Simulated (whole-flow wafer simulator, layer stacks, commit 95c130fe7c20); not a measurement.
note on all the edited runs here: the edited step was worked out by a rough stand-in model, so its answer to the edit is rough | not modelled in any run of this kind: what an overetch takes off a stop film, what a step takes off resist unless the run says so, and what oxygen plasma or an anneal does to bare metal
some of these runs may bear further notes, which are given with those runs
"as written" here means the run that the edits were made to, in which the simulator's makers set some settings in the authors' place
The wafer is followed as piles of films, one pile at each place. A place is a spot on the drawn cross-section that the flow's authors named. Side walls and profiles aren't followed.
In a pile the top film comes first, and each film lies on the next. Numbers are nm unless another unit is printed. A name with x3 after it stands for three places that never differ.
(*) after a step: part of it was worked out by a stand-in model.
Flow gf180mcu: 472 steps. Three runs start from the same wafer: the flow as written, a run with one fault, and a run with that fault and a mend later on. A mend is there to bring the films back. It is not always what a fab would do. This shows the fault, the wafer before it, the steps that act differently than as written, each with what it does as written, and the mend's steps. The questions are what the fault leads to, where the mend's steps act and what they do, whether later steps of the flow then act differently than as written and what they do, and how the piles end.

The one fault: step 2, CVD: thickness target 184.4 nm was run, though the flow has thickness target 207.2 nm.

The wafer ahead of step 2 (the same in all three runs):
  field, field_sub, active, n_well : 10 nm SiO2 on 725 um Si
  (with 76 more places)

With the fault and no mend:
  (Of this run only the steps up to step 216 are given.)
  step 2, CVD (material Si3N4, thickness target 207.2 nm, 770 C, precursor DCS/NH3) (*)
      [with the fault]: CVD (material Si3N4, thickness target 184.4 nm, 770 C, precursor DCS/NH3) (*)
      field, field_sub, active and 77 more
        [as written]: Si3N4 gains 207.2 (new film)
        [with the fault]: Si3N4 gains 184.4 (new film)
  Steps further on in the flow that do not act as written (48 other steps are not shown; they differ only slightly, by no more than 2% or 0.5 nm, whichever is larger):
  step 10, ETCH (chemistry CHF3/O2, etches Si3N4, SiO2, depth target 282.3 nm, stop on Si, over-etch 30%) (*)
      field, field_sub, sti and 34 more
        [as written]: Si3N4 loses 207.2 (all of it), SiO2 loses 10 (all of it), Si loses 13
        [with the fault]: Si3N4 loses 184.4 (all of it), SiO2 loses 10 (all of it), Si loses 17.6
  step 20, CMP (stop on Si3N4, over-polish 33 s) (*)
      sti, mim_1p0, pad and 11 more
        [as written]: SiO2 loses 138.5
        [with the fault]: SiO2 loses 161.3
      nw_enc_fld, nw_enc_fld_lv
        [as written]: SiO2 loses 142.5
        [with the fault]: SiO2 loses 165.3
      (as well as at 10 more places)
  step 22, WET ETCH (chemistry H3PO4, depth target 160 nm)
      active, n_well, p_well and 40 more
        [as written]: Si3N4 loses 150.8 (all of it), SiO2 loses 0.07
        [with the fault]: Si3N4 loses 128 (all of it), SiO2 loses 0.25
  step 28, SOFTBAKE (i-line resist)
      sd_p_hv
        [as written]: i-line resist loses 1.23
        [with the fault]: i-line resist gains 1.1
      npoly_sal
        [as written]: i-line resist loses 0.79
        [with the fault]: nothing
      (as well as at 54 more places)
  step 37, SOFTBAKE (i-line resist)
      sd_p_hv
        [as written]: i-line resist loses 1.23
        [with the fault]: i-line resist gains 1.1
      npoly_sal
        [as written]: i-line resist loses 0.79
        [with the fault]: nothing
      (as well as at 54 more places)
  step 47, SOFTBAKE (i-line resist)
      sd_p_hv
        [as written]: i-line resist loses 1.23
        [with the fault]: i-line resist gains 1.1
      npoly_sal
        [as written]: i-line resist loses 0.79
        [with the fault]: nothing
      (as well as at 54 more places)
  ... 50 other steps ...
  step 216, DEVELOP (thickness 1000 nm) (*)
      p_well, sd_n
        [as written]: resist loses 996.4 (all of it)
        [with the fault]: resist loses 973.4 (all of it)
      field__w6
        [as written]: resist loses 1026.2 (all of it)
        [with the fault]: resist loses 1065.5 (all of it)
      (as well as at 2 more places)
  The piles after step 216 differ from the flow's at field, field__w1, field__w2 and 65 more by more than 2% or 0.5 nm, whichever is larger.
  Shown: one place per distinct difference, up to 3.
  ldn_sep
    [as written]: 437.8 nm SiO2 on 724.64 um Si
    [with the fault]: 415.2 nm SiO2 on 724.64 um Si
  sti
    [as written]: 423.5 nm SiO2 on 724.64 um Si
    [with the fault]: 400.9 nm SiO2 on 724.64 um Si
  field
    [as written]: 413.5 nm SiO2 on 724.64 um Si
    [with the fault]: 390.9 nm SiO2 on 724.64 um Si

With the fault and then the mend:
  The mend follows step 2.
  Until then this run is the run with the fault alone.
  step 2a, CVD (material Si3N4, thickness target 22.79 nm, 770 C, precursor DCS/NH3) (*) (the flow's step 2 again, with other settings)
      field, field_sub, active and 77 more
        Si3N4 gains 22.8
  None of the later steps of the flow acts differently than as written at any place that is followed.
  By the end, the piles equal the flow's at every place that both follow.
